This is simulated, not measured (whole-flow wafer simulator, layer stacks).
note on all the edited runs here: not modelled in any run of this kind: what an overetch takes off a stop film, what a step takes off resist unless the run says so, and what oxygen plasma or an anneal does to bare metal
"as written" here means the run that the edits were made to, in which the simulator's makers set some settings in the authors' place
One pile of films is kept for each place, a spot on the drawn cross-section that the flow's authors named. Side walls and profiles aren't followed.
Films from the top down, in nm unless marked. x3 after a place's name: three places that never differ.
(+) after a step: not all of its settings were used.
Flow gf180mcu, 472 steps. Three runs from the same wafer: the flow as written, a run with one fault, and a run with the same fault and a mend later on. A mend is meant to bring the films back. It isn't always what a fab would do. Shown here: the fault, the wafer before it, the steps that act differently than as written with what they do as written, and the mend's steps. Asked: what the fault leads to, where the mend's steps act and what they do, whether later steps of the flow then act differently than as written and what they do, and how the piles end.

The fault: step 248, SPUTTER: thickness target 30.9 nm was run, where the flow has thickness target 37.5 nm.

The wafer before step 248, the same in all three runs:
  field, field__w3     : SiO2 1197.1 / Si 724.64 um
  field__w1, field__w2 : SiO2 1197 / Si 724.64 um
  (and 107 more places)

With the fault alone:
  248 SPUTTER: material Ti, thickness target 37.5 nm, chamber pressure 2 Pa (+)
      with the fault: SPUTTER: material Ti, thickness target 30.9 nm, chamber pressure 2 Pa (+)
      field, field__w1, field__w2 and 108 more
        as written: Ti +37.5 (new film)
        with the fault: Ti +30.9 (new film)
  Later steps of the flow that act differently than as written:
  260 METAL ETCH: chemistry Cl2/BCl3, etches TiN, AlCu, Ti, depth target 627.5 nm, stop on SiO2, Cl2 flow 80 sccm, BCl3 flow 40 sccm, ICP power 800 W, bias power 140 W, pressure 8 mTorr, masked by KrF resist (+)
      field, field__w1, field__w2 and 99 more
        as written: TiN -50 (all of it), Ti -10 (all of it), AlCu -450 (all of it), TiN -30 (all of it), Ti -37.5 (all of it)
        with the fault: TiN -50 (all of it), Ti -10 (all of it), AlCu -450 (all of it), TiN -30 (all of it), Ti -30.9 (all of it)
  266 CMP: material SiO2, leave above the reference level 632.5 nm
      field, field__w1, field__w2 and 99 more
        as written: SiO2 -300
        with the fault: SiO2 -306.6
  At the end the piles differ from the flow's by more than 2% or 0.5 nm, whichever is larger, at field__w8, contact, m1 and 6 more.
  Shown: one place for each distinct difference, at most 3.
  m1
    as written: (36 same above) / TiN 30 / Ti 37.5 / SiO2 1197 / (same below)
    with the fault: (36 same above) / TiN 30 / Ti 30.9 / SiO2 1197 / (same below)
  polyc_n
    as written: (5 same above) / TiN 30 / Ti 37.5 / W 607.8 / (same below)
    with the fault: (5 same above) / TiN 30 / Ti 30.9 / W 607.8 / (same below)
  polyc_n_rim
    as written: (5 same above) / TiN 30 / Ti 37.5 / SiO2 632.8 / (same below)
    with the fault: (5 same above) / TiN 30 / Ti 30.9 / SiO2 632.8 / (same below)

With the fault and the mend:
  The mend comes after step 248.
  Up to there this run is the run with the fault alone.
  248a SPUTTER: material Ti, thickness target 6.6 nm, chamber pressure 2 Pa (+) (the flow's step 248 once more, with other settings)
      field, field__w1, field__w2 and 108 more
        Ti +6.6
  No later step of the flow acts differently than as written at any place that is followed.
  At the end the piles are the same as the flow's at every place that both follow.
